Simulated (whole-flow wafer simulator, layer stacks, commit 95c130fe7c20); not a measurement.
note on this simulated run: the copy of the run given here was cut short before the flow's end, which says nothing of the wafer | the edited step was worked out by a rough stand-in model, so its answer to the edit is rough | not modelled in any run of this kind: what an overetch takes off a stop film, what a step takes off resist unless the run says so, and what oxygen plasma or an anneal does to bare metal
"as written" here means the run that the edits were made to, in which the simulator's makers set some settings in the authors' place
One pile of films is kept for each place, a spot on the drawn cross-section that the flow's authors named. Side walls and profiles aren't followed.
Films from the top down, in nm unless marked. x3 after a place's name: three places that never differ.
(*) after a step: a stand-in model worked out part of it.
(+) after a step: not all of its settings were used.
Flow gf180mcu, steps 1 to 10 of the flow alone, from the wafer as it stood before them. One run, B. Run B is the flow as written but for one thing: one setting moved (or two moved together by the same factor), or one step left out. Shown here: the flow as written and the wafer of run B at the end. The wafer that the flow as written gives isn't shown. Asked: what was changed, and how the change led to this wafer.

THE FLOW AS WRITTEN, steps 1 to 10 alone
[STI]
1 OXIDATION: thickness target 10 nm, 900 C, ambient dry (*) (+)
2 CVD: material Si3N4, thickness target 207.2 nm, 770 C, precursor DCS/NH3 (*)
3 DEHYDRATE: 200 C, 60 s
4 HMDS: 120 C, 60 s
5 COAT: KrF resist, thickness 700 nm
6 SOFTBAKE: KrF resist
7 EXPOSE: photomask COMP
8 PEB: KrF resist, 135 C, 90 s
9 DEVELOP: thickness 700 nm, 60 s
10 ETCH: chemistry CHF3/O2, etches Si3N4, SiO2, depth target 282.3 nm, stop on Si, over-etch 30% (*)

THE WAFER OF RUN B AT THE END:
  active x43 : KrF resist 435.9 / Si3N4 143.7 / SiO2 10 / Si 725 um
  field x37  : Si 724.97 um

The cause: step 2, CVD: thickness target 143.7 nm was run, where the flow has thickness target 207.2 nm.
It can be read off the wafer: active x43 has Si3N4 143.7, and step 2 as written asks for 207.2 nm.

How the change led to this, step by step:
  2 CVD: material Si3N4, thickness target 207.2 nm, 770 C, precursor DCS/NH3 (*)
      field x37, active x43: Si3N4 +143.7 (new film) (as written it would be: Si3N4 +207.2 (new film))
  10 ETCH: chemistry CHF3/O2, etches Si3N4, SiO2, depth target 282.3 nm, stop on Si, over-etch 30% (*)
      field x37: Si3N4 -143.7 (all of it), SiO2 -10 (all of it), Si -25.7 (as written it would be: Si3N4 -207.2 (all of it), SiO2 -10 (all of it), Si -13)
